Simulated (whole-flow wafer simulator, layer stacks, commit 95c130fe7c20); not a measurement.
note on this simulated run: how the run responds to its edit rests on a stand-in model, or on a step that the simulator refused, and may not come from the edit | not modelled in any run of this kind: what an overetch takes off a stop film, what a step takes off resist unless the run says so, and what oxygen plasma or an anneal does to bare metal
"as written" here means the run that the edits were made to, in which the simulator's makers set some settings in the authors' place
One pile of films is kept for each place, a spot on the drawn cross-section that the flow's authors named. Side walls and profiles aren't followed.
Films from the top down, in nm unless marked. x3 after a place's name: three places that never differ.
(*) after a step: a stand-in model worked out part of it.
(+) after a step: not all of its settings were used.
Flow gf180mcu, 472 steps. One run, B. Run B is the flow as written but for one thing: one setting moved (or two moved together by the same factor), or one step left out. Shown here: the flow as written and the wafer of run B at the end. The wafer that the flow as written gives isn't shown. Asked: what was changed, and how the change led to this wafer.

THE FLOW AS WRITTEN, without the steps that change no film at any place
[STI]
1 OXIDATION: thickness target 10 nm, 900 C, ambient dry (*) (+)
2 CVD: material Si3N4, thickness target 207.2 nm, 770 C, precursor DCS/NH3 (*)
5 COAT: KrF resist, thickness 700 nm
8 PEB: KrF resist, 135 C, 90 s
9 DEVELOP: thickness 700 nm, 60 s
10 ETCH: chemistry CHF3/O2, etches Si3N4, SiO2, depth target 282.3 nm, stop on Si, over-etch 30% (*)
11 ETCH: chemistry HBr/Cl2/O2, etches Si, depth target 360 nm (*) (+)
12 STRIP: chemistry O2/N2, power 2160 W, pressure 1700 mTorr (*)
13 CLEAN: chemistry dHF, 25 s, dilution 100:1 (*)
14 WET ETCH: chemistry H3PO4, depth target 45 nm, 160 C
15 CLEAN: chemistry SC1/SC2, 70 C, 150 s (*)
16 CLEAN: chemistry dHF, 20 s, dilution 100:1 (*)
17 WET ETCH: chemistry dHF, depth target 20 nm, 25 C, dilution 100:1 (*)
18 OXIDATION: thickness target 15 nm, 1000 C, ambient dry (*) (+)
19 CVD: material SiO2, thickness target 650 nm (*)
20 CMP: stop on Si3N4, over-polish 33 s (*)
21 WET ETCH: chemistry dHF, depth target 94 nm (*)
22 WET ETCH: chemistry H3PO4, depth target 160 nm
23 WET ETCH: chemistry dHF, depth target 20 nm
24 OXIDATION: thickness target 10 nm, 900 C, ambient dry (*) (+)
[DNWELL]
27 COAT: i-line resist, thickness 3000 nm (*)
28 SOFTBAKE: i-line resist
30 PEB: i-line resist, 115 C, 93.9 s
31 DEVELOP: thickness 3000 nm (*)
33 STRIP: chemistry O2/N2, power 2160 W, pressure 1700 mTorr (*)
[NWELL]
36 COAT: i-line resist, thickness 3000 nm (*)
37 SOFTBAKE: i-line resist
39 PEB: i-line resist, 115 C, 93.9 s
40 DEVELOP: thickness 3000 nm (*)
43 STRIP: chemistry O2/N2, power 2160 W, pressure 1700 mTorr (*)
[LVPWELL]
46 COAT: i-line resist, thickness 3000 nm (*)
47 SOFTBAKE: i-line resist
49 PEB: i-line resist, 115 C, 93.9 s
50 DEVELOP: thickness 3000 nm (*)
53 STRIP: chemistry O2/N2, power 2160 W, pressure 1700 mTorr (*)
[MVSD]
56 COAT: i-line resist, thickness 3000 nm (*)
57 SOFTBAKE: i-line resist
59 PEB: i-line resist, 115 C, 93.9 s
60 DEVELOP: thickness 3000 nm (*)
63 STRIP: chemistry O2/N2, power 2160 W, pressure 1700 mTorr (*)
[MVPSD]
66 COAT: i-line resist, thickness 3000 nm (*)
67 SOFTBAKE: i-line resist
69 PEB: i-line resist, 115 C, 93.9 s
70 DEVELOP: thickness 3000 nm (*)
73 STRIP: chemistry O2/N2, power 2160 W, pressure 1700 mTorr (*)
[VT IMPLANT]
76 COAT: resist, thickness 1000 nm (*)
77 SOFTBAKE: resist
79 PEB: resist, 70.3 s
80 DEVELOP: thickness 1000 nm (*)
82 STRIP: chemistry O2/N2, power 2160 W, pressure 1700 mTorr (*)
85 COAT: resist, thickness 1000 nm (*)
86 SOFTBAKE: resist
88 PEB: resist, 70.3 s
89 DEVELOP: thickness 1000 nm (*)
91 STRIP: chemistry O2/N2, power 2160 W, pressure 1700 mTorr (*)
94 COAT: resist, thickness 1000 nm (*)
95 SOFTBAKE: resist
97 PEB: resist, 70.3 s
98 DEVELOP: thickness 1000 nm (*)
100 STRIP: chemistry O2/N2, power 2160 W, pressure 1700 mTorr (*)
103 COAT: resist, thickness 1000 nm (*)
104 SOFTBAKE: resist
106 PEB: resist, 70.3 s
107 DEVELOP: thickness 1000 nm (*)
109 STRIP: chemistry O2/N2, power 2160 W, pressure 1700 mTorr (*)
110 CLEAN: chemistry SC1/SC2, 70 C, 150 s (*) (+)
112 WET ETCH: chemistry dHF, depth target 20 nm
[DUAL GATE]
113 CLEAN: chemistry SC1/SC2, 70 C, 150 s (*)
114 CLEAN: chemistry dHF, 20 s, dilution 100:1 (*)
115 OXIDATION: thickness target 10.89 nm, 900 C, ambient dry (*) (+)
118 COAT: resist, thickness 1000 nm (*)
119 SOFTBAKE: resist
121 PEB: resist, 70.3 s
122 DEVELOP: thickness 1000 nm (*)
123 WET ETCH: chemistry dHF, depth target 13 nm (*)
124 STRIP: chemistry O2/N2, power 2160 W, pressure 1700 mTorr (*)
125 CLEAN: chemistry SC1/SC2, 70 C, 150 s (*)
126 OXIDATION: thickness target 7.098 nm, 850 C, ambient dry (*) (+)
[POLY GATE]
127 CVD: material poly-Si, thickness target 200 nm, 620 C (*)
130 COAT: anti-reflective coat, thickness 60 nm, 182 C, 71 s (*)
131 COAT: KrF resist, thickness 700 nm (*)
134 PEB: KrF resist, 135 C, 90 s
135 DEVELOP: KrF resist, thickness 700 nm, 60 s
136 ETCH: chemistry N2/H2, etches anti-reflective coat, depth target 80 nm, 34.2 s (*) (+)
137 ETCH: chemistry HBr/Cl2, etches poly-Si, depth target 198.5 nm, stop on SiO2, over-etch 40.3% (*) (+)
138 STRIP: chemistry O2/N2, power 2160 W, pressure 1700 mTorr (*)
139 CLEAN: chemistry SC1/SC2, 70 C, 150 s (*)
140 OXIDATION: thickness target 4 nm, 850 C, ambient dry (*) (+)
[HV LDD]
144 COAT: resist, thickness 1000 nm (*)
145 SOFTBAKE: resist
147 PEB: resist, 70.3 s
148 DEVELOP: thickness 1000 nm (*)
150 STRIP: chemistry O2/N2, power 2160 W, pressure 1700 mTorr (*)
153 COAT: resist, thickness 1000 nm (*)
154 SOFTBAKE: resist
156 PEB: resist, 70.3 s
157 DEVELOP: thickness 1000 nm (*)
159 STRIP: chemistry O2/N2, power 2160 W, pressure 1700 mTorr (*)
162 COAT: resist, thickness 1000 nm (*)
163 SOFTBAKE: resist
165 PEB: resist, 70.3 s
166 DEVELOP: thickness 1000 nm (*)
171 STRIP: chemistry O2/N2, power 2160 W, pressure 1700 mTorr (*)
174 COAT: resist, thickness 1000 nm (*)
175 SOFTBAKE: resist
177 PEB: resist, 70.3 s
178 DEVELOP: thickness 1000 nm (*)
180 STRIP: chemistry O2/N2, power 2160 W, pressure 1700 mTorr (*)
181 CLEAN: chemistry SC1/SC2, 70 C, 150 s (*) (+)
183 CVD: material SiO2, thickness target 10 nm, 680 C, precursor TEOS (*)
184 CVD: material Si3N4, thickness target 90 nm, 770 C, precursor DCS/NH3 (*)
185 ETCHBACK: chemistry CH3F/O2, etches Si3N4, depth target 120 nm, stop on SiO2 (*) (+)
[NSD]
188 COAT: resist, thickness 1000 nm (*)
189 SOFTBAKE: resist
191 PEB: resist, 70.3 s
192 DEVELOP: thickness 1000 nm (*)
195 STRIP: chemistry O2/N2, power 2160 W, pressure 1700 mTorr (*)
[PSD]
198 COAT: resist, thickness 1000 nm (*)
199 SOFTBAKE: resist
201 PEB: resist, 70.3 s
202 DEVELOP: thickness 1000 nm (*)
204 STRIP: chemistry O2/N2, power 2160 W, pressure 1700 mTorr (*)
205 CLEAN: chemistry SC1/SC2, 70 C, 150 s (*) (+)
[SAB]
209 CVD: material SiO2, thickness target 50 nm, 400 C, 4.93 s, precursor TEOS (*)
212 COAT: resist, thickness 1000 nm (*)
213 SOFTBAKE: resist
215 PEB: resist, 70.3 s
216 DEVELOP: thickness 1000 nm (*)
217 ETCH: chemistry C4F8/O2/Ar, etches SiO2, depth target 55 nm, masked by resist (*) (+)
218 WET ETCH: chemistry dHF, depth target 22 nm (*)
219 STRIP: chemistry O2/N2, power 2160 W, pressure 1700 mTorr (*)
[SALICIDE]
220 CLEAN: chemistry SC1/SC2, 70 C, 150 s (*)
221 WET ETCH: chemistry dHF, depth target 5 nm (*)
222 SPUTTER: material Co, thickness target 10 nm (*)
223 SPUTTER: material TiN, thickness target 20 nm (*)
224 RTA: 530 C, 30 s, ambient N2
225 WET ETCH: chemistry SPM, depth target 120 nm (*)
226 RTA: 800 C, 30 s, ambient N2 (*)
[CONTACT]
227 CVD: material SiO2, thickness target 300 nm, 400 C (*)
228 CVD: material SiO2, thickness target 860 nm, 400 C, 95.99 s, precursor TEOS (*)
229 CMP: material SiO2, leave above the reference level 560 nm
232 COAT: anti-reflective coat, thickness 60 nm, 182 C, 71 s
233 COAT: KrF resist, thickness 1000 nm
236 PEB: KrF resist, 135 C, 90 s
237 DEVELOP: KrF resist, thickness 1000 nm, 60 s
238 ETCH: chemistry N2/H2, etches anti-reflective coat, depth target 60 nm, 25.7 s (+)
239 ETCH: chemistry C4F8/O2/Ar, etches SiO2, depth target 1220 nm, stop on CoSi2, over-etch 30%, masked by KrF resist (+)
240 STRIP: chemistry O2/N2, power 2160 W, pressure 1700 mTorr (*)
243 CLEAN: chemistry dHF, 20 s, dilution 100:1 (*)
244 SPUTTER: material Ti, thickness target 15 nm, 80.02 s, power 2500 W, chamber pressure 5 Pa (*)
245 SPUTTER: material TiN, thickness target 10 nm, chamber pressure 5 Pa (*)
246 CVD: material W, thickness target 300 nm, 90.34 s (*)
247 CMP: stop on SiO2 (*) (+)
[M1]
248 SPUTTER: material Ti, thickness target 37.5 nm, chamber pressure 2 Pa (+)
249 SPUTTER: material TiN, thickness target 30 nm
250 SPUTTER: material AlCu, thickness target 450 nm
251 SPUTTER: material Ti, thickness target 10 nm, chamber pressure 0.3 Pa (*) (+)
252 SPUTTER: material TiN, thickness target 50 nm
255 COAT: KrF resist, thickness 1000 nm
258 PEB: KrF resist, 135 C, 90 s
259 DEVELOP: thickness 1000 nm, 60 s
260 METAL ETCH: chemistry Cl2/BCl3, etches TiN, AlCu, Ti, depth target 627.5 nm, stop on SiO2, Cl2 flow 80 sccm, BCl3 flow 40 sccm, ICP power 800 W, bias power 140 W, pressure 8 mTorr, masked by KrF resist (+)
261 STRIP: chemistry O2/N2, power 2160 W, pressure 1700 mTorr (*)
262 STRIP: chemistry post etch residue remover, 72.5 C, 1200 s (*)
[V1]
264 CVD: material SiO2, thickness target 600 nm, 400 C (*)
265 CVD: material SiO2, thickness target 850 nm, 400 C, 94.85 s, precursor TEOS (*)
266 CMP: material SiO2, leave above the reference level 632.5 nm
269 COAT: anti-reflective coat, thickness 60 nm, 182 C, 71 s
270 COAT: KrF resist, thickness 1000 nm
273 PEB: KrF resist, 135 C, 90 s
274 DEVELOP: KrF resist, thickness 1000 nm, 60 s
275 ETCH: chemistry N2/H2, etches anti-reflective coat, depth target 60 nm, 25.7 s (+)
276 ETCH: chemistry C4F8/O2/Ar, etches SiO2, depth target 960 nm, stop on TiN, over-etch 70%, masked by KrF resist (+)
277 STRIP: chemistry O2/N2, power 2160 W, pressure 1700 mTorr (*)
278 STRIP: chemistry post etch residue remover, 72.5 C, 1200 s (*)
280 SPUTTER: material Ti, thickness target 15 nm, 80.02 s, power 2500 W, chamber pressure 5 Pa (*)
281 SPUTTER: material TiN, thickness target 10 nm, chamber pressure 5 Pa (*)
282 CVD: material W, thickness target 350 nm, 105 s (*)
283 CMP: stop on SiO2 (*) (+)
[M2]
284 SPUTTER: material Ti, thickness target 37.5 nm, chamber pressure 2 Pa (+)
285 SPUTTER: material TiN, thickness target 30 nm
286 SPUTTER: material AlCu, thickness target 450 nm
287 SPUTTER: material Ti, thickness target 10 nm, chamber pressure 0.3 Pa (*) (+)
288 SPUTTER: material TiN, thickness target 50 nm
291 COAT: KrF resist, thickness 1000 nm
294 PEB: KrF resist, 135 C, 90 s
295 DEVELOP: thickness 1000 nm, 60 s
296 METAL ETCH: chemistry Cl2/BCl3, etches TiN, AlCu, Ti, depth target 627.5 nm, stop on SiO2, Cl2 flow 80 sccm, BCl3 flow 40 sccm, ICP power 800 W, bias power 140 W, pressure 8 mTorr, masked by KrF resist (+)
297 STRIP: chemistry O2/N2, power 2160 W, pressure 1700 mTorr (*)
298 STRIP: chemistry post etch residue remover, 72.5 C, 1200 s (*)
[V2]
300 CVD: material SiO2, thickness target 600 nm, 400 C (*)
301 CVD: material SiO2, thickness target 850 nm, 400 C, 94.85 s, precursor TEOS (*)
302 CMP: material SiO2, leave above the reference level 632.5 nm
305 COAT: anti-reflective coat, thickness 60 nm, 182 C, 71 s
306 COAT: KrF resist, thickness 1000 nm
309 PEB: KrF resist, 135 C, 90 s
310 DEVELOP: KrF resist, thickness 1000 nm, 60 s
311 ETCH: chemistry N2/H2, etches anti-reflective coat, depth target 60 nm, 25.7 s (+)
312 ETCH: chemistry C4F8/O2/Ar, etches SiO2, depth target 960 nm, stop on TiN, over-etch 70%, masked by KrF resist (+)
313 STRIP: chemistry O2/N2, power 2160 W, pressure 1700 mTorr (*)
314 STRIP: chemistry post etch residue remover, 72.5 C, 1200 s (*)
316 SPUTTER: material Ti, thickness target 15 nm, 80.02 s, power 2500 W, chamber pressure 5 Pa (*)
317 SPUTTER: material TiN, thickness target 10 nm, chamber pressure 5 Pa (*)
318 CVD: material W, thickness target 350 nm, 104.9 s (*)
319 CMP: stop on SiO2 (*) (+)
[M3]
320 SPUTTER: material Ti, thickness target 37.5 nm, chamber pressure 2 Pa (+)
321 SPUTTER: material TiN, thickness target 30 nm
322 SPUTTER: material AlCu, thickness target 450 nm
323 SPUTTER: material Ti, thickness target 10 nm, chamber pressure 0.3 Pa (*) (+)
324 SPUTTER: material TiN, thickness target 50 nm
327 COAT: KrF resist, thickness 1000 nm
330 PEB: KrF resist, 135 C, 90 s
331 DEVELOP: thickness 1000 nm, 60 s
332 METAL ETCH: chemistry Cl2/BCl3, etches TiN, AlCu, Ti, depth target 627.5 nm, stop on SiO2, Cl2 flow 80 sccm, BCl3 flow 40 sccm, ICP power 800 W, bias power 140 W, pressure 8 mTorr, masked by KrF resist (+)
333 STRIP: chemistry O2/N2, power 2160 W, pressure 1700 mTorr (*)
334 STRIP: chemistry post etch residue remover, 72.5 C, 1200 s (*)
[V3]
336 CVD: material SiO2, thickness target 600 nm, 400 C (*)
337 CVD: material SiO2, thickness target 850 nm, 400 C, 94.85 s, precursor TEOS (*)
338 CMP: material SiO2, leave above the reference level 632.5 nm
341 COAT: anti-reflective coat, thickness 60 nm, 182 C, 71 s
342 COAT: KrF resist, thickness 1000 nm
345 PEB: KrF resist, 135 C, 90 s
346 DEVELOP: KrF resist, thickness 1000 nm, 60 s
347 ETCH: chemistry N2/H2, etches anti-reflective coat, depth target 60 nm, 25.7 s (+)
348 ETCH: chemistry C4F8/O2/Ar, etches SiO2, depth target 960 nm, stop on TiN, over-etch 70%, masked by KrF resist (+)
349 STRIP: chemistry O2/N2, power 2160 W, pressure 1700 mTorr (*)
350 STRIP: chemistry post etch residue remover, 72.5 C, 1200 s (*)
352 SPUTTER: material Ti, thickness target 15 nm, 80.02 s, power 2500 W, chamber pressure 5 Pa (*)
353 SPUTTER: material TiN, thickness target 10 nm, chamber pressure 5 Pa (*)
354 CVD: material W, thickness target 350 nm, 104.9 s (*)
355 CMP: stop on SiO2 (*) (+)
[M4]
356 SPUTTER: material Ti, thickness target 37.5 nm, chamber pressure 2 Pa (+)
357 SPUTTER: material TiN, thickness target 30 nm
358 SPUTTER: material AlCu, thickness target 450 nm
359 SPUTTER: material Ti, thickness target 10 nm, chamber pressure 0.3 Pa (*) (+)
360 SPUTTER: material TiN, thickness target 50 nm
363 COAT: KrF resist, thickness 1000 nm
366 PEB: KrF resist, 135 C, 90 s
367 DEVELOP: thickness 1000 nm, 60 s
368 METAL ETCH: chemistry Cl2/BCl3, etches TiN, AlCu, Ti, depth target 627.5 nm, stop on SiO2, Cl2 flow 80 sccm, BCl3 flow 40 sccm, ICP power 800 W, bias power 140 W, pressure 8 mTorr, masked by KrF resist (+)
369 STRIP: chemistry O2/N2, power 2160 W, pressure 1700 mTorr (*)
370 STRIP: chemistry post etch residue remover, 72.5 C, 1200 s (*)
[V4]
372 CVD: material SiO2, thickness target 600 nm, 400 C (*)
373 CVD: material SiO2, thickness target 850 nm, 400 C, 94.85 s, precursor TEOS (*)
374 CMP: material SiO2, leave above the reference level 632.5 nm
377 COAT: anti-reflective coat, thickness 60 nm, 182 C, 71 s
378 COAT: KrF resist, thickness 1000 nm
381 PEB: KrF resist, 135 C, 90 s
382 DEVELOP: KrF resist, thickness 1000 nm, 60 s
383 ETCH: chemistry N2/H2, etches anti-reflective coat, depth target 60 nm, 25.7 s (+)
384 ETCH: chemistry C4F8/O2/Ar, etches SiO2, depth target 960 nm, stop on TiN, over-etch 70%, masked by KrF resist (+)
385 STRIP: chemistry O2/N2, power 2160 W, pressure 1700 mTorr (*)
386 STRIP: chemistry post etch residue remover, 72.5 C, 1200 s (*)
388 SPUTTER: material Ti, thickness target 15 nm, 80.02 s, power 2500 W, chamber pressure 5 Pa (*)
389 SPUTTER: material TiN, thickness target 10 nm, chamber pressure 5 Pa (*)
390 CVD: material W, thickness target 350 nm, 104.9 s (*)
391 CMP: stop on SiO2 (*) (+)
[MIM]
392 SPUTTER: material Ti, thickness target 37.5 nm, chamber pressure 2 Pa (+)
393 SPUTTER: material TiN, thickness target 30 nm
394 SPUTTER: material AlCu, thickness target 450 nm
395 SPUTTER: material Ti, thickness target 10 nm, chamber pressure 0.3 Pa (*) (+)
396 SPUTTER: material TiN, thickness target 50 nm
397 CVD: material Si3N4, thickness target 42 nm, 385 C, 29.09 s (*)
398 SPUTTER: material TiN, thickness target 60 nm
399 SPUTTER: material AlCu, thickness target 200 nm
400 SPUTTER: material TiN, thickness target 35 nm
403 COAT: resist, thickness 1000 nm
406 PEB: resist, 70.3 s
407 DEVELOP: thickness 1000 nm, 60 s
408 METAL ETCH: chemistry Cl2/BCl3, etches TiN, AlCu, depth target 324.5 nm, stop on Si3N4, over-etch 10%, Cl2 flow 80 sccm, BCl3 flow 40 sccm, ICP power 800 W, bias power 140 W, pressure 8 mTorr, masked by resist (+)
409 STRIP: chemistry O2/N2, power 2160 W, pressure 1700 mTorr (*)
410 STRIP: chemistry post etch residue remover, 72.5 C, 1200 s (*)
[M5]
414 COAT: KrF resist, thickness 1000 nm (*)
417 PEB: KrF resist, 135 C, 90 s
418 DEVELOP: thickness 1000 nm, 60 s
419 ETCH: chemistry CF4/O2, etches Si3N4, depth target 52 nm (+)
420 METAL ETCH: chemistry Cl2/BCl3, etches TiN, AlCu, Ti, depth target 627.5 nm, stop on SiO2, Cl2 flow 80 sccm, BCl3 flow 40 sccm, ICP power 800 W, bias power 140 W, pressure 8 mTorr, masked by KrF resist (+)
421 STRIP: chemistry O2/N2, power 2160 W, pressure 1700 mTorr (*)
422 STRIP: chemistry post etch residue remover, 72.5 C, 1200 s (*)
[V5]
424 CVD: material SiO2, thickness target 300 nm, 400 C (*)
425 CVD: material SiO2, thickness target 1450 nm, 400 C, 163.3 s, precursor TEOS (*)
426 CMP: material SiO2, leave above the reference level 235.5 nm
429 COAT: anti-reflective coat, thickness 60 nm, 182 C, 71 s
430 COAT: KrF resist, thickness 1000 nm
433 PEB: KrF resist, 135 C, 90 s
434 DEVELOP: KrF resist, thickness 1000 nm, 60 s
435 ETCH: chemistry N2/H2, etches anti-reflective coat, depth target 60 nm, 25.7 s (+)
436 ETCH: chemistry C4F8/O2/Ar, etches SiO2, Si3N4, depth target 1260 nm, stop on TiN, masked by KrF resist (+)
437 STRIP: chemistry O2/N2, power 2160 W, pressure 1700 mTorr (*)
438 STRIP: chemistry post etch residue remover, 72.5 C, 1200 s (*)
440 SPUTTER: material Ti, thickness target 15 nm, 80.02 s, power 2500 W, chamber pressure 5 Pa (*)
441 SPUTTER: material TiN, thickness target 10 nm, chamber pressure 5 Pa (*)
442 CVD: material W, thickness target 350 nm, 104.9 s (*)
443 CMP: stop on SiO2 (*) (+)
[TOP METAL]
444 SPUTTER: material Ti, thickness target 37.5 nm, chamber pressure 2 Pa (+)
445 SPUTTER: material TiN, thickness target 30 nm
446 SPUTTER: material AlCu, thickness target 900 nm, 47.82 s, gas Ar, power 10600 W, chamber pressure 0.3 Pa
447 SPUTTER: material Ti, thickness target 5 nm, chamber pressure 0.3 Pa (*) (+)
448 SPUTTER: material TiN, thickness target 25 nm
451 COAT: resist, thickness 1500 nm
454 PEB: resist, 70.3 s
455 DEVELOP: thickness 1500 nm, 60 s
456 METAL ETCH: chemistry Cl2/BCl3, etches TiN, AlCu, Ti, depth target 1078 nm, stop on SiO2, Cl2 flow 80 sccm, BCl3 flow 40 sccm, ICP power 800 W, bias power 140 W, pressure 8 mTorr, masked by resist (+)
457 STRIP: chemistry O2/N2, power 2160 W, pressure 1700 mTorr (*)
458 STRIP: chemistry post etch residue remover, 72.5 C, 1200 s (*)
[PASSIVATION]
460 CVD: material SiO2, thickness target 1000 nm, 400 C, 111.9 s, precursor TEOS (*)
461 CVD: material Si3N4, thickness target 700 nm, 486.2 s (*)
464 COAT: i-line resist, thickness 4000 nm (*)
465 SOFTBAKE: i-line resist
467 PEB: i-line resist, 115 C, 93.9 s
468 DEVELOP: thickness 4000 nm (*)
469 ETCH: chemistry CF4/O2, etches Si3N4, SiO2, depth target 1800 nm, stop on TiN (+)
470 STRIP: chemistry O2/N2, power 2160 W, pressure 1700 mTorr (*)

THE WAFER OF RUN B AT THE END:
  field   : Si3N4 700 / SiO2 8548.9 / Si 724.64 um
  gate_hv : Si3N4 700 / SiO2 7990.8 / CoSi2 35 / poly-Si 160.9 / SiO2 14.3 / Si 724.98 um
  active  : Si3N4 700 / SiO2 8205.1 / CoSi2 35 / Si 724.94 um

The cause: step 302, CMP: leave above the reference level 955.1 nm was run, where the flow has leave above the reference level 632.5 nm.

How the change led to this, step by step:
  302 CMP: material SiO2, leave above the reference level 632.5 nm
      field, field__w1, field__w2 and 103 more: nothing (as written it would be: SiO2 -300)
      field__w8, contact, m1, m1__w1, m1_nw: SiO2 -554.5 (as written it would be: SiO2 -877.1)
  305 COAT: anti-reflective coat, thickness 60 nm, 182 C, 71 s
      field: anti-reflective coat +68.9 (new film) (as written it would be: anti-reflective coat +60 (new film))
      field__w8: anti-reflective coat +47 (new film) (as written it would be: anti-reflective coat +60 (new film))
      (and at 11 more places)
  311 ETCH: chemistry N2/H2, etches anti-reflective coat, depth target 60 nm, 25.7 s (+)
      contact: anti-reflective coat -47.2 (all of it), SiO2 -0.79 (as written it would be: anti-reflective coat -60 (all of it), SiO2 -0.46)
  312 ETCH: chemistry C4F8/O2/Ar, etches SiO2, depth target 960 nm, stop on TiN, over-etch 70%, masked by KrF resist (+)
      contact: SiO2 -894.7 (all of it) (as written it would be: SiO2 -572.5 (all of it))
  313 STRIP: chemistry O2/N2, power 2160 W, pressure 1700 mTorr (*)
      field: KrF resist -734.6 (all of it), anti-reflective coat -68.9 (all of it) (as written it would be: KrF resist -739.2 (all of it), anti-reflective coat -60 (all of it))
      field__w8: KrF resist -737.1 (all of it), anti-reflective coat -47 (all of it) (as written it would be: KrF resist -739.2 (all of it), anti-reflective coat -60 (all of it))
      (and at 10 more places)
  316 SPUTTER: material Ti, thickness target 15 nm, 80.02 s, power 2500 W, chamber pressure 5 Pa (*)
      contact: Ti +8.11 (new film) (as written it would be: Ti +9.65 (new film))
  317 SPUTTER: material TiN, thickness target 10 nm, chamber pressure 5 Pa (*)
      contact: TiN +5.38 (new film) (as written it would be: TiN +6.4 (new film))
  318 CVD: material W, thickness target 350 nm, 104.9 s (*)
      contact: W +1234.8 (new film) (as written it would be: W +932.3 (new film))
  319 CMP: stop on SiO2 (*) (+)
      field__w8, m1, m1__w1, m1_nw: W -350 (all of it), TiN -10 (all of it), Ti -15 (all of it), SiO2 -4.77 (as written it would be: W -350 (all of it), TiN -10 (all of it), Ti -15 (all of it), SiO2 -3.78)
  333 STRIP: chemistry O2/N2, power 2160 W, pressure 1700 mTorr (*)
      field__w8: KrF resist -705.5 (all of it) (as written it would be: KrF resist -723.5 (all of it))
      m1: KrF resist -705.4 (all of it) (as written it would be: KrF resist -723.5 (all of it))
      (and at 2 more places)
  338 CMP: material SiO2, leave above the reference level 632.5 nm
      field, field__w1, field__w2 and 103 more: SiO2 -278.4 (as written it would be: SiO2 -300)
      contact: SiO2 -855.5 (as written it would be: SiO2 -877.1)
  348 ETCH: chemistry C4F8/O2/Ar, etches SiO2, depth target 960 nm, stop on TiN, over-etch 70%, masked by KrF resist (+)
      contact: SiO2 -594.1 (all of it) (as written it would be: SiO2 -572.5 (all of it))
  354 CVD: material W, thickness target 350 nm, 104.9 s (*)
      contact: W +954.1 (new film) (as written it would be: W +932.3 (new film))
